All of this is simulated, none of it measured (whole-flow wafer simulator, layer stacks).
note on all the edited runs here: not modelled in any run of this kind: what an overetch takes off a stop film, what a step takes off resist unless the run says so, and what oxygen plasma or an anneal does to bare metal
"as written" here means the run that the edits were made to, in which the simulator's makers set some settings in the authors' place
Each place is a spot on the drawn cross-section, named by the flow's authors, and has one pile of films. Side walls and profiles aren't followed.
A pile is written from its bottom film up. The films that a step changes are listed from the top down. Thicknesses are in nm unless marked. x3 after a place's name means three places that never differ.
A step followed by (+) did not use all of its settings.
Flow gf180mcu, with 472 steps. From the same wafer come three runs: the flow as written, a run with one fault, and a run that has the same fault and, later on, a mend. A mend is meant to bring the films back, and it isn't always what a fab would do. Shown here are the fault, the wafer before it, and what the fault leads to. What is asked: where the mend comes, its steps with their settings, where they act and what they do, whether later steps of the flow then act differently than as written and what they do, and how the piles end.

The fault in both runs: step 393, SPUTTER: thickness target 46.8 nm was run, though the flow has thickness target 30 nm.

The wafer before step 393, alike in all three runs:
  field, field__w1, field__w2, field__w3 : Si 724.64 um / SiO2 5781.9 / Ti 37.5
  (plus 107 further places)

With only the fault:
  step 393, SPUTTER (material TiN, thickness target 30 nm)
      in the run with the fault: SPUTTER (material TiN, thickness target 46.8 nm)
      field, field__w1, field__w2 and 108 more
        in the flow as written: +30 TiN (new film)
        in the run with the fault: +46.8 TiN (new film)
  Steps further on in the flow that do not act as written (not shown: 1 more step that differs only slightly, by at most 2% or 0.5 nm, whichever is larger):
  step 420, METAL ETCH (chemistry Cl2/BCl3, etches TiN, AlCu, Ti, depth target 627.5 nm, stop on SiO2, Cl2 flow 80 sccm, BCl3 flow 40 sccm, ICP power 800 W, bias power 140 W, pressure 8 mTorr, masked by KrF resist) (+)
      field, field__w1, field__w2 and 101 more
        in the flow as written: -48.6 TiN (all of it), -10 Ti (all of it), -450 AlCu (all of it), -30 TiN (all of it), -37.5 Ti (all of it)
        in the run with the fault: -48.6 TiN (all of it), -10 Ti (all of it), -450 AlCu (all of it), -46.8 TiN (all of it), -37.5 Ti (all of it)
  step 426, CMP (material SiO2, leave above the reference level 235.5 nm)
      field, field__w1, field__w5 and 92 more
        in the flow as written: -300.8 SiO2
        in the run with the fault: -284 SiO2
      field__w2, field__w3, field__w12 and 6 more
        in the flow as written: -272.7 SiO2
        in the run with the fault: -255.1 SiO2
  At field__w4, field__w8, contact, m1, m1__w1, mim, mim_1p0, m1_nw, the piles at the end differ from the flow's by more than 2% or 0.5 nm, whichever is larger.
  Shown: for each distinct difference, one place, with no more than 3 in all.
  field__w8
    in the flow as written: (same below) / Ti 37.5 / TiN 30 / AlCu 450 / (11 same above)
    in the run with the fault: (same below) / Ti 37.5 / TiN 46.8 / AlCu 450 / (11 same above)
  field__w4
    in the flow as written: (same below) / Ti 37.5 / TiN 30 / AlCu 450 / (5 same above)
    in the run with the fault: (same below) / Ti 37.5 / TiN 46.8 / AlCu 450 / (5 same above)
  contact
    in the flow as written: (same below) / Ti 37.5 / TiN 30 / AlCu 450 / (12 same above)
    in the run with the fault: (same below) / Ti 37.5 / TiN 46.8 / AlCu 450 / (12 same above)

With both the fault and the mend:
  The mend stands after step 393.
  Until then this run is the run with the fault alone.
  step 393a, METAL ETCH (chemistry Cl2/BCl3, etches TiN, AlCu, Ti, depth target 16.8 nm, Cl2 flow 80 sccm, BCl3 flow 40 sccm, ICP power 800 W, bias power 140 W, pressure 8 mTorr) (a further turn of the flow's step 260, with different settings)
      field, field__w1, field__w2 and 108 more
        -16.8 TiN
  Later steps of the flow that are run all act as written at every place that is followed.
  At every place that both follow, the piles at the end match the flow's.
